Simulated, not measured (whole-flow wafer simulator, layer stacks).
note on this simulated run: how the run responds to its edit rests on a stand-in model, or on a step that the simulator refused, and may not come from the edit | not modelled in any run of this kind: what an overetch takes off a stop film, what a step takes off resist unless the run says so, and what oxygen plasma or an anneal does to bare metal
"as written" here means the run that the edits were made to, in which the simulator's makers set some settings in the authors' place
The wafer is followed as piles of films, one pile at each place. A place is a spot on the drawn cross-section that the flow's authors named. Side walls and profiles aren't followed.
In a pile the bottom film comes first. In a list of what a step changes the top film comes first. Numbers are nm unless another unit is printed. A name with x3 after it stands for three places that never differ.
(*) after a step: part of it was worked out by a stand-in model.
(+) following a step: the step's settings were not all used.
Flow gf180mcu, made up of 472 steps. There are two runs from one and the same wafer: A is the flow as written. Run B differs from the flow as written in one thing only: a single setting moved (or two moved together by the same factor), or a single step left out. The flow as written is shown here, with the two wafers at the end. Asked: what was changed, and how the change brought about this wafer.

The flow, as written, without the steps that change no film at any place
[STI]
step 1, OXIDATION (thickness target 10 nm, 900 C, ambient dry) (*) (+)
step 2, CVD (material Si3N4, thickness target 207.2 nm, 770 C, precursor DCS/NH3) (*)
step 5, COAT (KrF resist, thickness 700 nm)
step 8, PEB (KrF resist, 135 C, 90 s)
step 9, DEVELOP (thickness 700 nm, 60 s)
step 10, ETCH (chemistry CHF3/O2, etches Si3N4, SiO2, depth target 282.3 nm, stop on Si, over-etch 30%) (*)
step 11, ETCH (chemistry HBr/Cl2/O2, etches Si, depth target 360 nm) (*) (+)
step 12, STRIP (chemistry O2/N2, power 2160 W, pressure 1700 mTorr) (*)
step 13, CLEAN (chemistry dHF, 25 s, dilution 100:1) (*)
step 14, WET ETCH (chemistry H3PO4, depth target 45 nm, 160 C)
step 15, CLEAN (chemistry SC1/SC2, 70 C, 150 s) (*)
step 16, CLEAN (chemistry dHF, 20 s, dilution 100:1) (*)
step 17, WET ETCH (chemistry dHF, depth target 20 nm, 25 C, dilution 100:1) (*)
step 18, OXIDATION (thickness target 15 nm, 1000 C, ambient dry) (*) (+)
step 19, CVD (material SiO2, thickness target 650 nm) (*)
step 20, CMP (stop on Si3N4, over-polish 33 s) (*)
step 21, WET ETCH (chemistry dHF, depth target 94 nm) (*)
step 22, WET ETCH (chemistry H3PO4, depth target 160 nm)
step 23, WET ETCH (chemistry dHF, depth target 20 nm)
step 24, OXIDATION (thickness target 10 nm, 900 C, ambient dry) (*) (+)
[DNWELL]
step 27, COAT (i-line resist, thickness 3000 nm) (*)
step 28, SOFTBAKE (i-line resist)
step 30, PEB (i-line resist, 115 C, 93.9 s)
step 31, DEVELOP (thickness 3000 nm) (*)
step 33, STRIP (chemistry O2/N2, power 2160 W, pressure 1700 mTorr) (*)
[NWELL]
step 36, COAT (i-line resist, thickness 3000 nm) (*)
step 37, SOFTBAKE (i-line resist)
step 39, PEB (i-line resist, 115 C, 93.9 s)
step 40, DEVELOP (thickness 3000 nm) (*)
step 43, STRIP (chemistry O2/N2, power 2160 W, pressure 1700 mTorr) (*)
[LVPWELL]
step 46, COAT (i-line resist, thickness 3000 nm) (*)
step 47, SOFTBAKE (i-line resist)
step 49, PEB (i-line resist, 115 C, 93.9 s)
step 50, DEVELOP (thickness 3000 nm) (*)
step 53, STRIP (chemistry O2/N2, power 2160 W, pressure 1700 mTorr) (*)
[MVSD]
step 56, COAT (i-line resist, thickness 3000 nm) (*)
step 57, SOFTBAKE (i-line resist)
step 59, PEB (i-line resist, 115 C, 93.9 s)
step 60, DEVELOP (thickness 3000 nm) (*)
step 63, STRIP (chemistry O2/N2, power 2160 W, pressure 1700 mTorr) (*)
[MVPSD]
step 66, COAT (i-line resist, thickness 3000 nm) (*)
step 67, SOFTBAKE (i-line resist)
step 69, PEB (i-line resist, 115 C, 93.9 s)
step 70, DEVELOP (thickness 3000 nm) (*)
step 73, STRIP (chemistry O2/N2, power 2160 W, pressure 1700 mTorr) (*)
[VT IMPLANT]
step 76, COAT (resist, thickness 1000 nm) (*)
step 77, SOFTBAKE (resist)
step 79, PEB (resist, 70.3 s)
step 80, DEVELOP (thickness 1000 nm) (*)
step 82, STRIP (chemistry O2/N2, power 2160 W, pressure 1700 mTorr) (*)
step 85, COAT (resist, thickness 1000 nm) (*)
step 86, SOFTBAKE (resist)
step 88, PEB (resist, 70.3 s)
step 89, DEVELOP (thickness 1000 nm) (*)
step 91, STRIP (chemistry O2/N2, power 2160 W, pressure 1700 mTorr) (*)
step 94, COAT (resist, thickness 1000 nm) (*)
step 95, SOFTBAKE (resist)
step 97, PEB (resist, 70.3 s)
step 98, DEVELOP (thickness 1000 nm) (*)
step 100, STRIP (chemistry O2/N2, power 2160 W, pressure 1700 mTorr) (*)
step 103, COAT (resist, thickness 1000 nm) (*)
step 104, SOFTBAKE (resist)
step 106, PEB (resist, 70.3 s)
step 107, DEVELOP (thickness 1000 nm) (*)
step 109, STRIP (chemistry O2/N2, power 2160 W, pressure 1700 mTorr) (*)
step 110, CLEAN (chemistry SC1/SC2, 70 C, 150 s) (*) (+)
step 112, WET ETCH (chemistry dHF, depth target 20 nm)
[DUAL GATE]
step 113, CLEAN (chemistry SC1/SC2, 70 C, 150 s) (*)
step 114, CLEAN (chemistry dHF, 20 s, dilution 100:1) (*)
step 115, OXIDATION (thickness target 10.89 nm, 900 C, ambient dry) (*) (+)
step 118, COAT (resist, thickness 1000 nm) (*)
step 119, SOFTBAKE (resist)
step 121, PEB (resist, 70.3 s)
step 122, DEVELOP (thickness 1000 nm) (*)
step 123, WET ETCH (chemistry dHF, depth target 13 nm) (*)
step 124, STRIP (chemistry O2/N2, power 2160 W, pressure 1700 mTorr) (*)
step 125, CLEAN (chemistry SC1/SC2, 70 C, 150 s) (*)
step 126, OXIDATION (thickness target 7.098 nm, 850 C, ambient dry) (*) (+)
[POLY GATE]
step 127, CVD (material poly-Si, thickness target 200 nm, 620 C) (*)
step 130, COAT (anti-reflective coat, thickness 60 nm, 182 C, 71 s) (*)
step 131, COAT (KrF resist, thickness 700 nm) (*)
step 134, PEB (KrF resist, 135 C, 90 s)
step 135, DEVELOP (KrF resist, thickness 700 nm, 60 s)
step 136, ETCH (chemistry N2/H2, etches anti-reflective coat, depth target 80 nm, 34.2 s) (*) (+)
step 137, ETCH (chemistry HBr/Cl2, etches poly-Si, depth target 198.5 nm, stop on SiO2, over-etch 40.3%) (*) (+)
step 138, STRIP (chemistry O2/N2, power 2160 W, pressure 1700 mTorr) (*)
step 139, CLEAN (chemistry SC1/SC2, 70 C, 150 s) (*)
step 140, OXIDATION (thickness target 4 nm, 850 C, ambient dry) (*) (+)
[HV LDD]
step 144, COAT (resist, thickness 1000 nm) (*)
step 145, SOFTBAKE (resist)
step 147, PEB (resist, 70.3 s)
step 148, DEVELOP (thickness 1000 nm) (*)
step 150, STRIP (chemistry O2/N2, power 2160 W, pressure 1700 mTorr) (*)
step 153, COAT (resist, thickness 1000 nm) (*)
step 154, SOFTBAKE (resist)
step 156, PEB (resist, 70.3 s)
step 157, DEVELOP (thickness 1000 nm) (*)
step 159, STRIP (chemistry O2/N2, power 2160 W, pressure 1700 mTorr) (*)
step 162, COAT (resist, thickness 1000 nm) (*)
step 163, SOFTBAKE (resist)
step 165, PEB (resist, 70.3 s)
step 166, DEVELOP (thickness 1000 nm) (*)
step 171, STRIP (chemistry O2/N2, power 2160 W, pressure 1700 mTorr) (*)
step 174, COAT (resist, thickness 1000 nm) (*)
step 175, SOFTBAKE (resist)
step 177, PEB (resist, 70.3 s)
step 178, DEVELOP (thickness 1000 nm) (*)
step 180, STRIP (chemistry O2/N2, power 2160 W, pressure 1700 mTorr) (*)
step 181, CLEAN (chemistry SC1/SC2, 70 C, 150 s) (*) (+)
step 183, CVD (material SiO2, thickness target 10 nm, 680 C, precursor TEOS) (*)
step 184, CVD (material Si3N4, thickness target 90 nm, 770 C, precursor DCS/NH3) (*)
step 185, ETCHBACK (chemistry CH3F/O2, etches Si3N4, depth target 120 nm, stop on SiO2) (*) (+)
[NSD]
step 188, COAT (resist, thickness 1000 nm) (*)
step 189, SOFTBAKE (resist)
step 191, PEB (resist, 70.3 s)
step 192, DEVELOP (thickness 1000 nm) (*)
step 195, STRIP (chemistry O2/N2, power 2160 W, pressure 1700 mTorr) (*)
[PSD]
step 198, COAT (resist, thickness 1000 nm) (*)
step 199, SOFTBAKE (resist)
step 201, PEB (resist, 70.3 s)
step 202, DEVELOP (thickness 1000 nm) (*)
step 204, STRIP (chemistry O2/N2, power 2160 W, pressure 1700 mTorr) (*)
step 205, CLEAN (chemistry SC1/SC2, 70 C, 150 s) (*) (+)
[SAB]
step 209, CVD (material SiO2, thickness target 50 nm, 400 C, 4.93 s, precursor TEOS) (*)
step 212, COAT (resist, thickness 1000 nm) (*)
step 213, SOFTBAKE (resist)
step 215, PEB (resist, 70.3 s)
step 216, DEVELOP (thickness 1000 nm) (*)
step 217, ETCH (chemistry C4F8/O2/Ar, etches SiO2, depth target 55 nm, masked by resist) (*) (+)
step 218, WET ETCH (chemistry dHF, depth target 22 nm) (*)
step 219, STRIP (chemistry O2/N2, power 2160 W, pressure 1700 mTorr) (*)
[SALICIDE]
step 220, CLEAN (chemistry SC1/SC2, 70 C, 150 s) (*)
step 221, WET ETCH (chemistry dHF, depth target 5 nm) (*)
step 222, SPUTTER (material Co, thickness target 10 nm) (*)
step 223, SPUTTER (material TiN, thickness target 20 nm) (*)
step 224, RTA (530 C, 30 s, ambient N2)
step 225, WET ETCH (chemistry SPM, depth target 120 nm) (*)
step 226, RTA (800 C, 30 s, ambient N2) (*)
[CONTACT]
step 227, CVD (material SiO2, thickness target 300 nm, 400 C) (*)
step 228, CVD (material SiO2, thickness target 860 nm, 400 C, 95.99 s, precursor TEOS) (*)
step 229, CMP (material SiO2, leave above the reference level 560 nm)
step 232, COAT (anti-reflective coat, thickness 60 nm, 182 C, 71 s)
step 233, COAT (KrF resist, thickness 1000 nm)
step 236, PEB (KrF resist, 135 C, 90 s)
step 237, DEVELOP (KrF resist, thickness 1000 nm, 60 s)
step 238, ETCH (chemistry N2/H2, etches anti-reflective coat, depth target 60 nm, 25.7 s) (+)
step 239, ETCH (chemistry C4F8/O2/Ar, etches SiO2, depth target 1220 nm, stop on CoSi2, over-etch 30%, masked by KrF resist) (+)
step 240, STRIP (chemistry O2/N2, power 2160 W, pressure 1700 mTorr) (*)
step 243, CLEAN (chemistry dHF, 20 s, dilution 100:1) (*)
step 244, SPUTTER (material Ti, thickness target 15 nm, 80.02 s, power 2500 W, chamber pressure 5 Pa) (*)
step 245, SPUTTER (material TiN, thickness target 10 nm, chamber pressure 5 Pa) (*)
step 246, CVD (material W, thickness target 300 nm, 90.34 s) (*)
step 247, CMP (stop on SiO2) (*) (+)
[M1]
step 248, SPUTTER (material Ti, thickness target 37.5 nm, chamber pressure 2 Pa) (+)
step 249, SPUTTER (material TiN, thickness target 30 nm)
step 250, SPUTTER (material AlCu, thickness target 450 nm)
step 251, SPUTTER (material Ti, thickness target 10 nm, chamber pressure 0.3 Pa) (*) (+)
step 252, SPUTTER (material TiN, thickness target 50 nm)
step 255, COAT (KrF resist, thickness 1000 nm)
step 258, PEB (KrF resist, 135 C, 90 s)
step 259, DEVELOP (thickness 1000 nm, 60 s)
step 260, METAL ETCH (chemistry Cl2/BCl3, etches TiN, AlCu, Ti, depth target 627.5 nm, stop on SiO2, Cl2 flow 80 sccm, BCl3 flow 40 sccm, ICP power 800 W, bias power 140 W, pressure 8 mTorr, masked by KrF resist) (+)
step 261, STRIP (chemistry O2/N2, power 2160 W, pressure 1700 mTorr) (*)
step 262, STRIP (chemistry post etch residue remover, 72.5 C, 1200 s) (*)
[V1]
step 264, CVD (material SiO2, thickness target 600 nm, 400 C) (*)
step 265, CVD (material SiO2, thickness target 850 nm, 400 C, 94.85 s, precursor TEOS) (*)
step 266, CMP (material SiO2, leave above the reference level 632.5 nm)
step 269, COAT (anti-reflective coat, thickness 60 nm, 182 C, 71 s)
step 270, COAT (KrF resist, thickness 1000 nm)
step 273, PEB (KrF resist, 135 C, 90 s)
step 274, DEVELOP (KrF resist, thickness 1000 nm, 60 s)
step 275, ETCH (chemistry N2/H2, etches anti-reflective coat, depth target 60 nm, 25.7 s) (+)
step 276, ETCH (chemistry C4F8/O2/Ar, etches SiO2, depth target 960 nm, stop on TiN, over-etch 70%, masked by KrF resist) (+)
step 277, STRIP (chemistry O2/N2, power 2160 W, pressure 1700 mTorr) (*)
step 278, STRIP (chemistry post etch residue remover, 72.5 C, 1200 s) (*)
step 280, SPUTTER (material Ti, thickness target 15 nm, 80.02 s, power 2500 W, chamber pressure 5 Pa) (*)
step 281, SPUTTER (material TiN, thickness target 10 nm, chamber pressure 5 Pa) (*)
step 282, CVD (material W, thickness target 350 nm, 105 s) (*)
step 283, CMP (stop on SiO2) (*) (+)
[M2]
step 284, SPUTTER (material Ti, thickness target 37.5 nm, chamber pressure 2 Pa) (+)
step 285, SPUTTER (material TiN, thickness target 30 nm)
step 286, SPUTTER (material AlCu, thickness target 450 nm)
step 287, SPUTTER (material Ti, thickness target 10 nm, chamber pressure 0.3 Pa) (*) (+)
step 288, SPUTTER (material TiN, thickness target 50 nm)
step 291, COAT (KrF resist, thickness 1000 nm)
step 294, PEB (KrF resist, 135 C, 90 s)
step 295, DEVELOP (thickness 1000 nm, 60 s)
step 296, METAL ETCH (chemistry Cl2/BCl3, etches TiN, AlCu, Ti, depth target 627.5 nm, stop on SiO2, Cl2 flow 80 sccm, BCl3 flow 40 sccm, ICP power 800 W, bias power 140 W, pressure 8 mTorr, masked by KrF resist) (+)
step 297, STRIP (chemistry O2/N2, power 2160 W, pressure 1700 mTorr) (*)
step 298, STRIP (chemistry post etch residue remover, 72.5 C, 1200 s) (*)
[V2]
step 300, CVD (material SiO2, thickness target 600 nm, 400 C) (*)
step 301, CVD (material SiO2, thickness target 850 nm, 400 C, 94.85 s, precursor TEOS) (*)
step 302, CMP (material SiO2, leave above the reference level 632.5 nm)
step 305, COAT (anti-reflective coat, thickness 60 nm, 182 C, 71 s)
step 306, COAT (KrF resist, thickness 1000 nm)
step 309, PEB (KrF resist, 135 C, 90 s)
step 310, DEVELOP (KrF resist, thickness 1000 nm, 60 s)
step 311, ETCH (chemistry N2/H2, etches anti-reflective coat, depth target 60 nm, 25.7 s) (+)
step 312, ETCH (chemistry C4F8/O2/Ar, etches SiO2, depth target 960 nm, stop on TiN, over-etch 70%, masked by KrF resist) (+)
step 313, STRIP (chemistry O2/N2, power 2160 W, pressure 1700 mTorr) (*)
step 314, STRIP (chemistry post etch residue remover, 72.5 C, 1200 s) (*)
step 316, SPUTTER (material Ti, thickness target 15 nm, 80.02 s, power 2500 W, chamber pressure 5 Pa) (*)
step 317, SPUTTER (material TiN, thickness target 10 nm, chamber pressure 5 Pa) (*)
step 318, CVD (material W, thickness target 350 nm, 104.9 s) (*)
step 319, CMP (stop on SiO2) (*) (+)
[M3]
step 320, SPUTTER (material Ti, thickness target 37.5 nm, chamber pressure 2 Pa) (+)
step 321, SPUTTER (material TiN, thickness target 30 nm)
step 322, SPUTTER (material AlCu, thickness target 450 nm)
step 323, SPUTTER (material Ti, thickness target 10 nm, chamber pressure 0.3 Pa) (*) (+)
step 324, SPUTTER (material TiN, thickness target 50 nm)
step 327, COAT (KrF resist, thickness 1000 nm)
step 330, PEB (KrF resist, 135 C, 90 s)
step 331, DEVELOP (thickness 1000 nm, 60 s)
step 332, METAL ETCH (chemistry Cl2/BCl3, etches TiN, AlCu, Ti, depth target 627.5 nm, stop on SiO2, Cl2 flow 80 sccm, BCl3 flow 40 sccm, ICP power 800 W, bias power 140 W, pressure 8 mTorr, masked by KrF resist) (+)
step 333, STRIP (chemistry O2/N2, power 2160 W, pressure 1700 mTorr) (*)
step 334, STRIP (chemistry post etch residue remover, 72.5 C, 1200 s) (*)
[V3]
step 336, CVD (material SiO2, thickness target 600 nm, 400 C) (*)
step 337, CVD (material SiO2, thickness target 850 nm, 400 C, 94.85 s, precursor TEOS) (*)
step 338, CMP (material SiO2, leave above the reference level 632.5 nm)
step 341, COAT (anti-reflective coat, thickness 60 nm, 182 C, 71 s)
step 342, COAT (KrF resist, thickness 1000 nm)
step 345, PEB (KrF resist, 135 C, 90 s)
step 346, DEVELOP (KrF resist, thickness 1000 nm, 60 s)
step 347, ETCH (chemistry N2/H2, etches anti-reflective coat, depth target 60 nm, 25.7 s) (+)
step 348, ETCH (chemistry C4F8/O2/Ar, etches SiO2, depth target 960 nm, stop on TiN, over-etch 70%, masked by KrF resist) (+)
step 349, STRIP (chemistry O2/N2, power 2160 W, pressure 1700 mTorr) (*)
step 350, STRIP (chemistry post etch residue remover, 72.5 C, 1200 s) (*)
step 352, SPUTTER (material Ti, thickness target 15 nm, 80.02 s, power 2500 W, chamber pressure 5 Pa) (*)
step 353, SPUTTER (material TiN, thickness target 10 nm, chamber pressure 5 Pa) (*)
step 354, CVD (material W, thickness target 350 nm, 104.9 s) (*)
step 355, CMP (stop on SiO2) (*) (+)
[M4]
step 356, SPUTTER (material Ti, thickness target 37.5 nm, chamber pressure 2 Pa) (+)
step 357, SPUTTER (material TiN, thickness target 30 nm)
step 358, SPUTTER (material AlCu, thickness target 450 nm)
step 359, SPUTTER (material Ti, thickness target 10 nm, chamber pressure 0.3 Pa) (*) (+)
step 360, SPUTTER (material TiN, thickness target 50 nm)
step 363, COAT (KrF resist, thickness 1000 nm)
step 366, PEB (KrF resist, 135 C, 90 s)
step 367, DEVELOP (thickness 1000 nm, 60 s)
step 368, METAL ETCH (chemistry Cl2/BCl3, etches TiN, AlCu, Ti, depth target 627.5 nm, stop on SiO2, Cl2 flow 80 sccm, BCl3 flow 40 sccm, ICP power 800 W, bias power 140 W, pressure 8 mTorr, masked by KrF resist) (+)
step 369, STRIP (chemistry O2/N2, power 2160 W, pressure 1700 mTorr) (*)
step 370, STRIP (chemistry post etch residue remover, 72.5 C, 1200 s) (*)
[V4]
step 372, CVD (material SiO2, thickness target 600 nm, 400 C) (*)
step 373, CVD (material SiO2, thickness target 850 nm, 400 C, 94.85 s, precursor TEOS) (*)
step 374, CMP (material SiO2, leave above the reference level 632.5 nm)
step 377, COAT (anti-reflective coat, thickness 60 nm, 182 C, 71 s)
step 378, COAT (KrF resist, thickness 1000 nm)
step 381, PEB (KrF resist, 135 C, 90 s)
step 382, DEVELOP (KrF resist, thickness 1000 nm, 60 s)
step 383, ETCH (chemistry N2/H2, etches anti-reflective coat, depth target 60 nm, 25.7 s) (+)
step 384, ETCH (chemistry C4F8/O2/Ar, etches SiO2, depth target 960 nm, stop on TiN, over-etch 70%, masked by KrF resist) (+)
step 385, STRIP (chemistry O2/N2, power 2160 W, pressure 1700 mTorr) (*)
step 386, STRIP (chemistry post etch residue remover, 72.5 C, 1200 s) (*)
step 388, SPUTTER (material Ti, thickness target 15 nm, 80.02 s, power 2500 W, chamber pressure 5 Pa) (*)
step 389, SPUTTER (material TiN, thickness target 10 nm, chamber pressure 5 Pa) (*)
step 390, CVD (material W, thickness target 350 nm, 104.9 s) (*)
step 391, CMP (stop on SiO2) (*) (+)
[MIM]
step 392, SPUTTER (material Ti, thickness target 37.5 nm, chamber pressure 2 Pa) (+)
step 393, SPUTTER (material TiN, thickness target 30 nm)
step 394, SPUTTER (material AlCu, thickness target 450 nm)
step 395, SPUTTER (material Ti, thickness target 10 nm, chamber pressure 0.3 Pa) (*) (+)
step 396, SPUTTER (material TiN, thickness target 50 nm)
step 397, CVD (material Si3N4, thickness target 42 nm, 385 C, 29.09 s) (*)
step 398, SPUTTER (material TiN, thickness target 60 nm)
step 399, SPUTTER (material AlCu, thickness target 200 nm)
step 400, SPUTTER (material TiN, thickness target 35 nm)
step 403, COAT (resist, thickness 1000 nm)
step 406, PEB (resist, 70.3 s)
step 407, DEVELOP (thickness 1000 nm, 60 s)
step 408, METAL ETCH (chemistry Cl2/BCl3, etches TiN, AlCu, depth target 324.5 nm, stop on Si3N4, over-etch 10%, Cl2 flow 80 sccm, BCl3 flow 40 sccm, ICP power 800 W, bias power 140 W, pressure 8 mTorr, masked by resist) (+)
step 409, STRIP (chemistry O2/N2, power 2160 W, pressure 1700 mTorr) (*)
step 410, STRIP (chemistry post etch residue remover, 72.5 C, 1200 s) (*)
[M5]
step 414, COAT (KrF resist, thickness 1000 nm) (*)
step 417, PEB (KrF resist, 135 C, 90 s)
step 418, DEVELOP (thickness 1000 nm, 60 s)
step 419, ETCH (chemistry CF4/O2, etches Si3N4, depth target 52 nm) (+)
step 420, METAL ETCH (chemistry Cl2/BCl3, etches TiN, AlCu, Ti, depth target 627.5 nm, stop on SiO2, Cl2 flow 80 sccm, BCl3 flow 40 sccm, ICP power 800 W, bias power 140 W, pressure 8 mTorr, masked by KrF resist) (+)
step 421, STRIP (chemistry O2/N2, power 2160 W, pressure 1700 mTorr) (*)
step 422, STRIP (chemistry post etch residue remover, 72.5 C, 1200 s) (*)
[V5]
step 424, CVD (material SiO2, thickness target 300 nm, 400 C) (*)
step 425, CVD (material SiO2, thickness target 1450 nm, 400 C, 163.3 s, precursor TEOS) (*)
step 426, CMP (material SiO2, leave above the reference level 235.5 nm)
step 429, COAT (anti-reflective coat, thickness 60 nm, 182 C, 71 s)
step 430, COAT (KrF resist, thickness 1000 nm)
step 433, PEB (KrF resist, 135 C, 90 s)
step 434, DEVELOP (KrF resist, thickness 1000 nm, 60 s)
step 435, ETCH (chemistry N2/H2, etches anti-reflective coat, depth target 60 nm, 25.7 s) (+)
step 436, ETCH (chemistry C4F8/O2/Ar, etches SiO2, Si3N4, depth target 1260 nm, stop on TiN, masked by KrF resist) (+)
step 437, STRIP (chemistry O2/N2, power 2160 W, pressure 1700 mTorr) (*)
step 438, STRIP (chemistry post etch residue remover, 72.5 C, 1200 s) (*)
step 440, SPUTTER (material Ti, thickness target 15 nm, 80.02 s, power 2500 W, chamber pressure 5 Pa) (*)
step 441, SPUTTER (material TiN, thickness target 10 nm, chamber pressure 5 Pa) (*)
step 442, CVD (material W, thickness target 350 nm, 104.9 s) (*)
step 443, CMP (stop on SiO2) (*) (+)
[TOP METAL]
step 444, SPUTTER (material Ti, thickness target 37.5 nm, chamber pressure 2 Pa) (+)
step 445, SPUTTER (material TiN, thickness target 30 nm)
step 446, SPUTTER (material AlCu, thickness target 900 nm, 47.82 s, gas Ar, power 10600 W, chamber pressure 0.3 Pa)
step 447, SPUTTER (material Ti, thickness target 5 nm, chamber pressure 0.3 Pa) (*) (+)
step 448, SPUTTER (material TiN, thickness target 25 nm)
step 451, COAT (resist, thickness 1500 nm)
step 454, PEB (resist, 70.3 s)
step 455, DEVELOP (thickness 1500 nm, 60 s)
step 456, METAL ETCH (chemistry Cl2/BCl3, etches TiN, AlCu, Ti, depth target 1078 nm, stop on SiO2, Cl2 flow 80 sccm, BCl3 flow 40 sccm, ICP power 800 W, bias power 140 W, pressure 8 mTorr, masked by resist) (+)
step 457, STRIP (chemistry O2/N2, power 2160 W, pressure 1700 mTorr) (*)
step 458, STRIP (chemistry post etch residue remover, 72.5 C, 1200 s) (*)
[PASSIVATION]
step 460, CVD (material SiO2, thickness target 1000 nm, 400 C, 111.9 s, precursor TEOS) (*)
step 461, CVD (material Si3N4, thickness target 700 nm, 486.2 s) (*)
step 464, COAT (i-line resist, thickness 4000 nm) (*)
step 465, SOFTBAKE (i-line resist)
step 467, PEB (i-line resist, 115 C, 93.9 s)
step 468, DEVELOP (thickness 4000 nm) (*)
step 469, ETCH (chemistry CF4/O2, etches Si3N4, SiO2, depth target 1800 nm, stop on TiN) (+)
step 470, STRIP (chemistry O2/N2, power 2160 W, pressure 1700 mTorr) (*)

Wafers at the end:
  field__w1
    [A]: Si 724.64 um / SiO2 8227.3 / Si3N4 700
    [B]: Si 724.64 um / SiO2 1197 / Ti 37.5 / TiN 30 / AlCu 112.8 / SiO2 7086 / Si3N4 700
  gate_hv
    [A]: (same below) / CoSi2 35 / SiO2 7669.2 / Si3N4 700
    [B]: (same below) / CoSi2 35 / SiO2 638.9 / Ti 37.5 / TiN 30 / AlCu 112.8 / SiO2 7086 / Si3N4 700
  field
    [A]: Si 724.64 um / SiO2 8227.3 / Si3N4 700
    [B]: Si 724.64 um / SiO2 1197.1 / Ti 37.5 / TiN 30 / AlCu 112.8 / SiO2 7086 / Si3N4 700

Cause: step 250, SPUTTER: thickness target 686 nm was run, whereas the flow has thickness target 450 nm.

How this came from the change, step by step:
  step 250, SPUTTER (material AlCu, thickness target 450 nm)
      field, field__w1, field__w2 and 108 more: A AlCu gains 450 (new film) | B AlCu gains 686 (new film)
  step 260, METAL ETCH (chemistry Cl2/BCl3, etches TiN, AlCu, Ti, depth target 627.5 nm, stop on SiO2, Cl2 flow 80 sccm, BCl3 flow 40 sccm, ICP power 800 W, bias power 140 W, pressure 8 mTorr, masked by KrF resist) (+)
      field, field__w1, field__w2 and 99 more: A TiN loses 50 (all of it), Ti loses 10 (all of it), AlCu loses 450 (all of it), TiN loses 30 (all of it), Ti loses 37.5 (all of it) | B TiN loses 50 (all of it), Ti loses 10 (all of it), AlCu loses 567.5
  step 262, STRIP (chemistry post etch residue remover, 72.5 C, 1200 s) (*)
      field, field__w1, field__w2 and 99 more: A nothing | B AlCu loses 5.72
  step 264, CVD (material SiO2, thickness target 600 nm, 400 C) (*)
      field, field__w1, field__w2 and 99 more: A SiO2 gains 600 | B SiO2 gains 600 (new film)
  step 266, CMP (material SiO2, leave above the reference level 632.5 nm)
      field, field__w1, field__w2 and 99 more: A SiO2 loses 300 | B SiO2 loses 244.3
Taking metal films that touch as one body, field__w1 has 1 body; the flow as written gives 0 bodies.
Taking metal films that touch as one body, gate_hv has 2 bodies (between them, from the top down: SiO2 638.9); the flow as written gives 1 body.
Taking metal films that touch as one body, field has 1 body; the flow as written gives 0 bodies.
